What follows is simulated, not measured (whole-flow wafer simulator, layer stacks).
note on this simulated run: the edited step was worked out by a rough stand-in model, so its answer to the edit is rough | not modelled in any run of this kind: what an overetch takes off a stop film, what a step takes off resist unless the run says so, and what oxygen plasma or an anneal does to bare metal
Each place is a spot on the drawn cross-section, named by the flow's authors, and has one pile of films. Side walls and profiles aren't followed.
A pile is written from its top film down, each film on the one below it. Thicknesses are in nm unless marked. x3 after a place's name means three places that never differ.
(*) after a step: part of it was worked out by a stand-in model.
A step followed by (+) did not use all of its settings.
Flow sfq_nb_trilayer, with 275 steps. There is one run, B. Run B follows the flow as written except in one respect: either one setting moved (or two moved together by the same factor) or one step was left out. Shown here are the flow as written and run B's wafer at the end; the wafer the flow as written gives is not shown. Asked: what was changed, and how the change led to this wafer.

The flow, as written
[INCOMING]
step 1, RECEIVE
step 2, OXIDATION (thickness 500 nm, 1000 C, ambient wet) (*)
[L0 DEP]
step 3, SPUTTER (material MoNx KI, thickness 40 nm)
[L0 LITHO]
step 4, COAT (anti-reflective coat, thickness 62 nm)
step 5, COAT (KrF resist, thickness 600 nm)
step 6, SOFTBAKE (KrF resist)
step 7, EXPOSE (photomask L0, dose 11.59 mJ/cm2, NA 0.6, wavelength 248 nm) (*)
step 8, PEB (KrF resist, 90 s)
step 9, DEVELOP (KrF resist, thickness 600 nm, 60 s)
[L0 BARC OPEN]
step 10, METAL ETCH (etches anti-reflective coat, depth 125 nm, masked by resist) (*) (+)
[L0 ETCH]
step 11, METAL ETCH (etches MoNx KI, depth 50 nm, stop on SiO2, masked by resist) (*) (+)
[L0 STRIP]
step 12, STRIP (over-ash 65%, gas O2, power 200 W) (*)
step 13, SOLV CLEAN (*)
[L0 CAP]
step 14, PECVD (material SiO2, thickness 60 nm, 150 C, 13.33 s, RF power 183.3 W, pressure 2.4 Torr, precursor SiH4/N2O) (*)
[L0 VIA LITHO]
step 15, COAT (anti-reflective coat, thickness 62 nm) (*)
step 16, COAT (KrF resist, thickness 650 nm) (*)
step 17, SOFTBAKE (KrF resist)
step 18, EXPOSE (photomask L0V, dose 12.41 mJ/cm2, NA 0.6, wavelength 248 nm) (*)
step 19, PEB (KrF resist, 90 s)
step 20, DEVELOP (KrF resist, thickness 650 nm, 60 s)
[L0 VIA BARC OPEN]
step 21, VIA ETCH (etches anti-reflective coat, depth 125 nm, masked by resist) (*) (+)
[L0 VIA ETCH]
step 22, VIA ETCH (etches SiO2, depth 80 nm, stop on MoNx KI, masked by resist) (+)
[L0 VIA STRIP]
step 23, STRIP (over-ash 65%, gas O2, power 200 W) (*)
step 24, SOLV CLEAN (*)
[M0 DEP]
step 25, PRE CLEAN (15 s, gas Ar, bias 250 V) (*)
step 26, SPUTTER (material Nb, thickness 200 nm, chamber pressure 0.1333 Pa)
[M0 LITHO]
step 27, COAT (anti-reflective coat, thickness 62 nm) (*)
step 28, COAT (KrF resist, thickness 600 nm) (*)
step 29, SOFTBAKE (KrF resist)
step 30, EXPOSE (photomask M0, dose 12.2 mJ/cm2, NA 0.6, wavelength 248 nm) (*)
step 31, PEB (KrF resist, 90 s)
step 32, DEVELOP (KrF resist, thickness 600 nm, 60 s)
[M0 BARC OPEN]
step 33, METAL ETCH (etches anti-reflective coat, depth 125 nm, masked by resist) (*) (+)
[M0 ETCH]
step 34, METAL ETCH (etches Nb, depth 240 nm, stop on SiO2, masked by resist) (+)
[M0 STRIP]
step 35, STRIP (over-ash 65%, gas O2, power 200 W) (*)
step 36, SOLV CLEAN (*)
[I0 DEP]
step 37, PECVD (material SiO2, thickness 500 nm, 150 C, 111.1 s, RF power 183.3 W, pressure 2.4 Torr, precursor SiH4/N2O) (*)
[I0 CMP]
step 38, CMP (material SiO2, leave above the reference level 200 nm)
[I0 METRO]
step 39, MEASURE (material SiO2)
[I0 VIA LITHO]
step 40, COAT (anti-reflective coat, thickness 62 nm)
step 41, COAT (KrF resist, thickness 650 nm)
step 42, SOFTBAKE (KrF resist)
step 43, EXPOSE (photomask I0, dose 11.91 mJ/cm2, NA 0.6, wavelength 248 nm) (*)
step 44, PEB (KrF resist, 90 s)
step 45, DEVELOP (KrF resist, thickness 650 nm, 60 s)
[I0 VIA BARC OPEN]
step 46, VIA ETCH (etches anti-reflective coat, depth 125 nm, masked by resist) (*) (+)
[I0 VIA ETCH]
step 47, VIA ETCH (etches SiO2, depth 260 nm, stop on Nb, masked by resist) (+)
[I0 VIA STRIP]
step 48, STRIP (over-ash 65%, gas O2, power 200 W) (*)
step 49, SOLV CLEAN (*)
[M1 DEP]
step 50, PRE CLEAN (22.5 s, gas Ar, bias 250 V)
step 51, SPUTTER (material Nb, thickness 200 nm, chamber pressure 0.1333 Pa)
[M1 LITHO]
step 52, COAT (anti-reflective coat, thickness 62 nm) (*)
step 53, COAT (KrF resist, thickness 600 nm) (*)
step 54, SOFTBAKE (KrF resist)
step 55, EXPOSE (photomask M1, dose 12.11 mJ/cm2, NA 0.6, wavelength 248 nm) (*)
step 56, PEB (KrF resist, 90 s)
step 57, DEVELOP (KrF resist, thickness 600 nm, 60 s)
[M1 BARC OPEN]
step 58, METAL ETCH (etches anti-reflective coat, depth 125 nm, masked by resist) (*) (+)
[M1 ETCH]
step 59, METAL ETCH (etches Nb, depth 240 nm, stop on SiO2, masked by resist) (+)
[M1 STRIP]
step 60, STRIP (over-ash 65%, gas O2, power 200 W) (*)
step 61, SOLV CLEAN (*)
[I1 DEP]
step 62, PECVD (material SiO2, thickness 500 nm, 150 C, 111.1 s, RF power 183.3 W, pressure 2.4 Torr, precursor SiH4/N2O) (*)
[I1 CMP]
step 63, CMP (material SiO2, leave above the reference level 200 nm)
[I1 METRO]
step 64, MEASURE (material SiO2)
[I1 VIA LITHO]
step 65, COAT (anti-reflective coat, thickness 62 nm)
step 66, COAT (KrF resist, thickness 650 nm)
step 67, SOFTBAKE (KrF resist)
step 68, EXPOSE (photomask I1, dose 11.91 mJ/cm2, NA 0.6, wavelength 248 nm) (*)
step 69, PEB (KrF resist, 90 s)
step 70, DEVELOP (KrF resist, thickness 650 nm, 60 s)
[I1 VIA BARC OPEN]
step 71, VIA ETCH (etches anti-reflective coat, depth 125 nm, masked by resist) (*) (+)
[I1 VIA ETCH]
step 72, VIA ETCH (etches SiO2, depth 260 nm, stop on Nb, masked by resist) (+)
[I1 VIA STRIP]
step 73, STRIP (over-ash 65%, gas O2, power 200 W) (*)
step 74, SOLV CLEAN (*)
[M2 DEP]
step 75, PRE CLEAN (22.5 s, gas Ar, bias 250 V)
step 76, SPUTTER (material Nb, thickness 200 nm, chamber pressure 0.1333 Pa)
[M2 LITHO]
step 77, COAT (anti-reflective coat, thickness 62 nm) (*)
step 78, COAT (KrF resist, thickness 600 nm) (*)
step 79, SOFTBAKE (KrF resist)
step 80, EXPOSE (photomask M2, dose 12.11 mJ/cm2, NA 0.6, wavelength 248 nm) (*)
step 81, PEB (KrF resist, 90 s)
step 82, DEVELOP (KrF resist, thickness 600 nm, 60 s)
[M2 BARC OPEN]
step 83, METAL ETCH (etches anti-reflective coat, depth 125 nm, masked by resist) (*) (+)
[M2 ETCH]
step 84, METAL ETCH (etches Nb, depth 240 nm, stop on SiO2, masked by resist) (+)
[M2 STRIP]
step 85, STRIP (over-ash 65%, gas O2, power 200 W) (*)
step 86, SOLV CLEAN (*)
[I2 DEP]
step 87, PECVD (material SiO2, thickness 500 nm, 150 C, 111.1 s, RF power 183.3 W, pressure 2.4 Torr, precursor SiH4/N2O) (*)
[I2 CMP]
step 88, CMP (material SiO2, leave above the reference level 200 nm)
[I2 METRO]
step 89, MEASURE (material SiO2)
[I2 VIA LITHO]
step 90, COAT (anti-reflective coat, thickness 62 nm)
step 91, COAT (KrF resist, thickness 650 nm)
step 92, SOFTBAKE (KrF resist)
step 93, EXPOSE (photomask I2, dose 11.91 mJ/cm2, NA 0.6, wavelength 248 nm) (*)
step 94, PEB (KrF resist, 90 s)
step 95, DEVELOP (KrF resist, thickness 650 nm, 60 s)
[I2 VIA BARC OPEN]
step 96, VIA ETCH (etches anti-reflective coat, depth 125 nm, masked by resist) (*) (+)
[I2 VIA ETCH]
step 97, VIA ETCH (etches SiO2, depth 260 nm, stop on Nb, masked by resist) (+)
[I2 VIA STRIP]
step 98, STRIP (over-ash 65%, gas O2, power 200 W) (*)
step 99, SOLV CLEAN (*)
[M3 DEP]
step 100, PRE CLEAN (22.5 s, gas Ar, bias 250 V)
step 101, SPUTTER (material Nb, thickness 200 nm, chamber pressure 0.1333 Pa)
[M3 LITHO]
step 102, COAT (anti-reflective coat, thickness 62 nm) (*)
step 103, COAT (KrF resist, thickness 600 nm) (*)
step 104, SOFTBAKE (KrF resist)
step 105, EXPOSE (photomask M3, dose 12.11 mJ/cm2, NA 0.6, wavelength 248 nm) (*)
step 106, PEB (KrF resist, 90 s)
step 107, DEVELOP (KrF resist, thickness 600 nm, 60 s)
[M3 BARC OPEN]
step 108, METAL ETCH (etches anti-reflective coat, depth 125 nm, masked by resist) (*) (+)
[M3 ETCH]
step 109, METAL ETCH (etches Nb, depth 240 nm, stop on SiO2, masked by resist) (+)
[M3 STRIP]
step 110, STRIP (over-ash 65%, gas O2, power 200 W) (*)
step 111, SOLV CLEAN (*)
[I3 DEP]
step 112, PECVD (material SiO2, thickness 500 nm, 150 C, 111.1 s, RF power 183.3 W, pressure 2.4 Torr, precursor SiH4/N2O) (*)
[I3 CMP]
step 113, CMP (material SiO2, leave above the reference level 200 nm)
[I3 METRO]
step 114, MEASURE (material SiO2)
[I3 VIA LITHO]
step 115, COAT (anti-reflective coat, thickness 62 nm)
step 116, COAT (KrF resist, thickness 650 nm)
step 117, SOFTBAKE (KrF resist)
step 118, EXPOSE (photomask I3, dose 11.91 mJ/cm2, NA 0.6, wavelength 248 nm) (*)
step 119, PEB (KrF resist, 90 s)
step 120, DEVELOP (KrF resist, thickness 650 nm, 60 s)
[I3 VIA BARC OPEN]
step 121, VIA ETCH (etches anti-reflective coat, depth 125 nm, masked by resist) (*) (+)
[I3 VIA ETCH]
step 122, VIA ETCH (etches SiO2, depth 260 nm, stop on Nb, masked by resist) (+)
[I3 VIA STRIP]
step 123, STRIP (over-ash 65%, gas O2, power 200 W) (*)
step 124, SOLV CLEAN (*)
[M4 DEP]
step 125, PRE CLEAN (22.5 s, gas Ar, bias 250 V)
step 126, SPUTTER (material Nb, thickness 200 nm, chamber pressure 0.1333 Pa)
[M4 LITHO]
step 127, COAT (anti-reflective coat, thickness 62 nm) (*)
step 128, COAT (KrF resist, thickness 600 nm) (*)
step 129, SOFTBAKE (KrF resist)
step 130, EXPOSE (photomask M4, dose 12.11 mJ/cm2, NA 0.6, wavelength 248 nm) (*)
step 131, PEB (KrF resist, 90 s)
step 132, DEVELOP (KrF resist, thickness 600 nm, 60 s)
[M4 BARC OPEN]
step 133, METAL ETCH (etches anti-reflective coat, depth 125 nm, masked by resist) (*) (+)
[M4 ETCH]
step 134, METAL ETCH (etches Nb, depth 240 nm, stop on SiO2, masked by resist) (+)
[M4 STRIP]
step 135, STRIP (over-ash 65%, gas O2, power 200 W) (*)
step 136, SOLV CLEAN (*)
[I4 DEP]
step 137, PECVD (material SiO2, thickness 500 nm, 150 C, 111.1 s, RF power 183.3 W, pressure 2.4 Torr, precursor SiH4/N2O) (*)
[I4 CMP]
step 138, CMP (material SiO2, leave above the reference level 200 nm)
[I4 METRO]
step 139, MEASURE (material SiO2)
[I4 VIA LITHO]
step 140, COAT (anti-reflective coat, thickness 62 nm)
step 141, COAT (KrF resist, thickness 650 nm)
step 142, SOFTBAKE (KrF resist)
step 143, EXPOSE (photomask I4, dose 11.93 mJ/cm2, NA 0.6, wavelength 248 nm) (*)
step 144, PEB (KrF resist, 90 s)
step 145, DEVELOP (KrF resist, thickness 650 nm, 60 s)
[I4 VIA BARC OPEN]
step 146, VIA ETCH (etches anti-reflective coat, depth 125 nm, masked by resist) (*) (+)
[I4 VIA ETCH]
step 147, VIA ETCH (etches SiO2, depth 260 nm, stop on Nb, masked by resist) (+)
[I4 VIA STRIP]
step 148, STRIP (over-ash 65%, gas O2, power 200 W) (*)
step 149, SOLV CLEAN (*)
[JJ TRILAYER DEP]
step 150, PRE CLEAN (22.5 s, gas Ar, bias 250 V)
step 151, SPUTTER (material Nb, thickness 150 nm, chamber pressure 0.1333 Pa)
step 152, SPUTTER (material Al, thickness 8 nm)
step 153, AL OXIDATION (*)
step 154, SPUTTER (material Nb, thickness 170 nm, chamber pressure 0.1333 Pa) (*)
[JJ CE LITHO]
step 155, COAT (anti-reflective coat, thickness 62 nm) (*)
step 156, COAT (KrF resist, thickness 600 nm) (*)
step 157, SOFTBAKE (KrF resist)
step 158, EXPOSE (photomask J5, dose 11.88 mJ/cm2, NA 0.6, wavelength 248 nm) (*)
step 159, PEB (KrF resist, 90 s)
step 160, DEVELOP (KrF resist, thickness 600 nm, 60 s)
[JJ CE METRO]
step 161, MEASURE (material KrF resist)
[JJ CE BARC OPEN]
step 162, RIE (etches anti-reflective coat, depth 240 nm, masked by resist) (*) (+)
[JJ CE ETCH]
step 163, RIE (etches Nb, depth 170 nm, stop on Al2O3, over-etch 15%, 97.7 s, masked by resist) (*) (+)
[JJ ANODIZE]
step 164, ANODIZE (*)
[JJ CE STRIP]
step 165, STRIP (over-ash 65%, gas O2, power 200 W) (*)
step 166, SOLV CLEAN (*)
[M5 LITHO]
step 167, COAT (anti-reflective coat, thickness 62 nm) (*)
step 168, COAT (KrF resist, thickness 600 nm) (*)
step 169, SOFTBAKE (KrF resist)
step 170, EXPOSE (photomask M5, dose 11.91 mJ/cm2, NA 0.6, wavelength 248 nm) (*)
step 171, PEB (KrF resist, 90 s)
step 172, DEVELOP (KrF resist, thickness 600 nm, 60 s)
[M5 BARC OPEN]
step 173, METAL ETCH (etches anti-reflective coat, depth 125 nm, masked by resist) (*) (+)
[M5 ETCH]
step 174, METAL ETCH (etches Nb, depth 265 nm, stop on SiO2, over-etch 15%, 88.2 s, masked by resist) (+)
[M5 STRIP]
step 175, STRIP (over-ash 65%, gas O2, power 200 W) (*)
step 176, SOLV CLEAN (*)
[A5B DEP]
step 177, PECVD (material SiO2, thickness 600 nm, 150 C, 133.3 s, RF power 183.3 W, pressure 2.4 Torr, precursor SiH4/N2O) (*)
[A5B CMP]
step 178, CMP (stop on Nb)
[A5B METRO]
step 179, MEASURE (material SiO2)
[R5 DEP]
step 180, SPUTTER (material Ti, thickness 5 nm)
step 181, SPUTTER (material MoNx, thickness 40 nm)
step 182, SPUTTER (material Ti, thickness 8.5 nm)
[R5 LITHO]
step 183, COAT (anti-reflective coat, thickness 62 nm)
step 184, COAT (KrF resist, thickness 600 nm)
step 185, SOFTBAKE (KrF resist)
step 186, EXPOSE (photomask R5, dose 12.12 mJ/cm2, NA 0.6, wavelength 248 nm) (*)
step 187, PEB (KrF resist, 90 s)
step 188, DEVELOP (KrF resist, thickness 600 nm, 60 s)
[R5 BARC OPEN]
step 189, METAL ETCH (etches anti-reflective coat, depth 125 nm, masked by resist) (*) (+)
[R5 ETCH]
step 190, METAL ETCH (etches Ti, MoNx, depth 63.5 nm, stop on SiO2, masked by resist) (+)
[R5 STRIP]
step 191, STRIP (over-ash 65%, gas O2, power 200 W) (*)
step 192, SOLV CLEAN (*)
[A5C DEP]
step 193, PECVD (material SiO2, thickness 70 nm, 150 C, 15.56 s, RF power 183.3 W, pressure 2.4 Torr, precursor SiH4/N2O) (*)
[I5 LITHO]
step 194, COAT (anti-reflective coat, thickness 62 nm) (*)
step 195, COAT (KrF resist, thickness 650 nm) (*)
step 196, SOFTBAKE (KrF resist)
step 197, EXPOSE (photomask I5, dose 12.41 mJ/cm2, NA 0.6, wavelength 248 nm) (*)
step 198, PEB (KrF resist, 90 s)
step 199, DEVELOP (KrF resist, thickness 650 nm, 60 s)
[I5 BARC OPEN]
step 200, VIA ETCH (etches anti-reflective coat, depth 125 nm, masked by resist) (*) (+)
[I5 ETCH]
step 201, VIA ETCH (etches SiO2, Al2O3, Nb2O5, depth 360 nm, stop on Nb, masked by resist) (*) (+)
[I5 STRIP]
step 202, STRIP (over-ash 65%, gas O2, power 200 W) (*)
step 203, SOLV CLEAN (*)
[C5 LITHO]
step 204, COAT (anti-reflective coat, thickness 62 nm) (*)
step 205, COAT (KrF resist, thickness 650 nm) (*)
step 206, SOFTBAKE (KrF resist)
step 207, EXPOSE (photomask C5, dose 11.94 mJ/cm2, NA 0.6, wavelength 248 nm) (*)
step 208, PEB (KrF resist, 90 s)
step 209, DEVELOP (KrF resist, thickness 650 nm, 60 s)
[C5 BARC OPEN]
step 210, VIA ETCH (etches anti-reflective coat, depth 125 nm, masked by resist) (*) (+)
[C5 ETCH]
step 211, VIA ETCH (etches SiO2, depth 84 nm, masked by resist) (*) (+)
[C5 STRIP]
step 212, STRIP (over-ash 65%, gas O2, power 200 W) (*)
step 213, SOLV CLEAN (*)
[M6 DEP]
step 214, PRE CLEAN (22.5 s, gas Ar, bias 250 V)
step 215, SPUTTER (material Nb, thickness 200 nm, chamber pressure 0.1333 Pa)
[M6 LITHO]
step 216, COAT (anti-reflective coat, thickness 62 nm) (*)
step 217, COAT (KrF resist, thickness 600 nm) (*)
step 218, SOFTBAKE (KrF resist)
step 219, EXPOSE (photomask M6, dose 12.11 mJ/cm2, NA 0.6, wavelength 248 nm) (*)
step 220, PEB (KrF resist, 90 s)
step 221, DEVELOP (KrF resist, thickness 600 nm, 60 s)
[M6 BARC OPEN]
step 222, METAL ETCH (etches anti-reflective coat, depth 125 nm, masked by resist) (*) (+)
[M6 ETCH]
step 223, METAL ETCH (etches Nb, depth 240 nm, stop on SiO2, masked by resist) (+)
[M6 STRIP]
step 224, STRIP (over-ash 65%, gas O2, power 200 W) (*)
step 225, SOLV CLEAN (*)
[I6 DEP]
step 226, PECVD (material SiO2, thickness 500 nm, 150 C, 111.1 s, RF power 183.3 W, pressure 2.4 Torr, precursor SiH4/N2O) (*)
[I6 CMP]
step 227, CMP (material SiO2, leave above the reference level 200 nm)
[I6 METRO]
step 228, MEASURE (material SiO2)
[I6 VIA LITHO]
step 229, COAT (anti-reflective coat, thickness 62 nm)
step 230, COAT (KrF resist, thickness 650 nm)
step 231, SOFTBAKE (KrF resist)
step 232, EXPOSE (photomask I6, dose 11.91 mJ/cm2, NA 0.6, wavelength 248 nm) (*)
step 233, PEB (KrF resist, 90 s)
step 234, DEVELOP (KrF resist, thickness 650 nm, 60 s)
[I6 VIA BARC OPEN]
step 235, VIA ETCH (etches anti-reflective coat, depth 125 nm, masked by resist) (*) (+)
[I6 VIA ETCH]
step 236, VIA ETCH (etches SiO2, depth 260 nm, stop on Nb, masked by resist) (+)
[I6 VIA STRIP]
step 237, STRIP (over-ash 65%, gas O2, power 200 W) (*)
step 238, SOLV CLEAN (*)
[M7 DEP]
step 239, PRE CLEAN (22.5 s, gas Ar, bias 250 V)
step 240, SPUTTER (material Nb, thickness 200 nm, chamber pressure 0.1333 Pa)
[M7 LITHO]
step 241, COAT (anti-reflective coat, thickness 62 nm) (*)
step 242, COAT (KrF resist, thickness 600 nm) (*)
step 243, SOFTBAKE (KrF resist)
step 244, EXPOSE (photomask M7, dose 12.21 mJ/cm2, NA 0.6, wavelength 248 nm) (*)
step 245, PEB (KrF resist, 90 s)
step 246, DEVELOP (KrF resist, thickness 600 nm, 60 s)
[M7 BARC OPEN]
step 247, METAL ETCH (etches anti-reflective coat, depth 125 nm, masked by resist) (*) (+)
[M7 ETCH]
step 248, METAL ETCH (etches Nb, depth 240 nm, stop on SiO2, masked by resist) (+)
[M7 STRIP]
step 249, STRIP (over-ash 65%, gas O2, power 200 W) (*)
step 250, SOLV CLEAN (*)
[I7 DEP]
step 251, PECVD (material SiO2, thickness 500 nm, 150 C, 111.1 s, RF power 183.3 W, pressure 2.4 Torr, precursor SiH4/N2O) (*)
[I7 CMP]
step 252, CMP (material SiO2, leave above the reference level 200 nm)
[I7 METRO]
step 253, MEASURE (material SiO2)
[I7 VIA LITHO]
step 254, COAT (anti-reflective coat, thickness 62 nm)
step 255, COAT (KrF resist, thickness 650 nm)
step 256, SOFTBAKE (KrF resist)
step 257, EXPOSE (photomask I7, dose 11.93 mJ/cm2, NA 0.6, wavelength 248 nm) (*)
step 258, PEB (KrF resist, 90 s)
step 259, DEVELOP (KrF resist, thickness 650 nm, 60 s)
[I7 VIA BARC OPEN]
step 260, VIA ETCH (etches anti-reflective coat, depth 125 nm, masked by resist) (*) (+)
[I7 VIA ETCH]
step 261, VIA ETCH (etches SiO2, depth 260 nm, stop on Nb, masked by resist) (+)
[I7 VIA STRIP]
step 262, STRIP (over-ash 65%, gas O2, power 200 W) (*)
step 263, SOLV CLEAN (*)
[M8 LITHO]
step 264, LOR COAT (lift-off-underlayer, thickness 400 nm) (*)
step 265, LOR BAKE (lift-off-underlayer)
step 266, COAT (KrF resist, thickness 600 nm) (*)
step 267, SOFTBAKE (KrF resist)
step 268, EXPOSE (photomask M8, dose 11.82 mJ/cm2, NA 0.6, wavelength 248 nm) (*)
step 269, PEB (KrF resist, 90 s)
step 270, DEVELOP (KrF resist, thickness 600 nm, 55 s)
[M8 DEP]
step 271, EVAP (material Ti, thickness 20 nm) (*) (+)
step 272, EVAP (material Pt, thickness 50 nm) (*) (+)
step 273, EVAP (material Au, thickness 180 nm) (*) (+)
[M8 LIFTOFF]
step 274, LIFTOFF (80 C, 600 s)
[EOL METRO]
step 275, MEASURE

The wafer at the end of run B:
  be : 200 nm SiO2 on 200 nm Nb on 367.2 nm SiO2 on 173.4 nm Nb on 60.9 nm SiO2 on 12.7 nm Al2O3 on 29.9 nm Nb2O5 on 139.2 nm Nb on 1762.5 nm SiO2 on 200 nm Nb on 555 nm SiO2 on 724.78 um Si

What caused this: step 201, VIA ETCH: depth 148 nm was run, whereas the flow has depth 360 nm.

How this came from the change, step by step:
  step 201, VIA ETCH (etches SiO2, Al2O3, Nb2O5, depth 360 nm, stop on Nb, masked by resist) (*) (+)
      be: -148 SiO2 (it would be, as written: -216.4 SiO2 (all of it), -12.7 Al2O3 (all of it), -29.9 Nb2O5 (all of it))
      field_l, v_sur, via_wl and 102 more: -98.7 KrF resist (it would be, as written: -240 KrF resist)
  step 202, STRIP (over-ash 65%, gas O2, power 200 W) (*)
      p4_fl, p4_fm, p4_w1 and 44 more: -474.5 KrF resist (all of it), -62 anti-reflective coat (all of it) (it would be, as written: -333.1 KrF resist (all of it), -62 anti-reflective coat (all of it))
      wl_b_sl, wl_b_m5, wl_b_sr, wl_c_sl, wl_f_sl, wl_f_m6, wl_f_sr, wl_g_sl: -474.3 KrF resist (all of it), -62 anti-reflective coat (all of it) (it would be, as written: -333 KrF resist (all of it), -62 anti-reflective coat (all of it))
      (also at 50 further places)
  step 204, COAT (anti-reflective coat, thickness 62 nm) (*)
      wire: +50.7 anti-reflective coat (new film) (it would be, as written: +47.4 anti-reflective coat (new film))
      be: +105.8 anti-reflective coat (new film) (it would be, as written: +122.2 anti-reflective coat (new film))
      (also at 1 further place)
  step 205, COAT (KrF resist, thickness 650 nm) (*)
      be: +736 KrF resist (new film) (it would be, as written: +815.3 KrF resist (new film))
  step 212, STRIP (over-ash 65%, gas O2, power 200 W) (*)
      wire: -562 KrF resist (all of it), -50.7 anti-reflective coat (all of it) (it would be, as written: -555.8 KrF resist (all of it), -47.4 anti-reflective coat (all of it))
      be: -648.8 KrF resist (all of it), -105.8 anti-reflective coat (all of it) (it would be, as written: -728.2 KrF resist (all of it), -122.2 anti-reflective coat (all of it))
      (also at 1 further place)
  step 214, PRE CLEAN (22.5 s, gas Ar, bias 250 V)
      be: -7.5 SiO2 (it would be, as written: -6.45 Nb)
  step 215, SPUTTER (material Nb, thickness 200 nm, chamber pressure 0.1333 Pa)
      be: +173.4 Nb (new film) (it would be, as written: +147.3 Nb)
  step 216, COAT (anti-reflective coat, thickness 62 nm) (*)
      wire: +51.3 anti-reflective coat (new film) (it would be, as written: +48.3 anti-reflective coat (new film))
      be: +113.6 anti-reflective coat (new film) (it would be, as written: +136.7 anti-reflective coat (new film))
      (also at 1 further place)
  step 217, COAT (KrF resist, thickness 600 nm) (*)
      be: +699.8 KrF resist (new film) (it would be, as written: +793.9 KrF resist (new film))
  step 224, STRIP (over-ash 65%, gas O2, power 200 W) (*)
      wire: -378.3 KrF resist (all of it), -51.3 anti-reflective coat (all of it) (it would be, as written: -369.8 KrF resist (all of it), -48.3 anti-reflective coat (all of it))
      be: -482 KrF resist (all of it), -113.6 anti-reflective coat (all of it) (it would be, as written: -575.8 KrF resist (all of it), -136.7 anti-reflective coat (all of it))
      (also at 1 further place)
  step 226, PECVD (material SiO2, thickness 500 nm, 150 C, 111.1 s, RF power 183.3 W, pressure 2.4 Torr, precursor SiH4/N2O) (*)
      be: +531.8 SiO2 (new film) (it would be, as written: +693.5 SiO2 (new film))
  step 227, CMP (material SiO2, leave above the reference level 200 nm)
      be: -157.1 SiO2 (it would be, as written: -182.7 SiO2)
With metal films that touch counted as one body, be has 4 bodies (between them, from the top down: SiO2 367.2; SiO2 60.9 / Al2O3 12.7 / Nb2O5 29.9; SiO2 1762.5); the flow as written gives 3 bodies (between them, from the top down: SiO2 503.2; SiO2 1762.5).
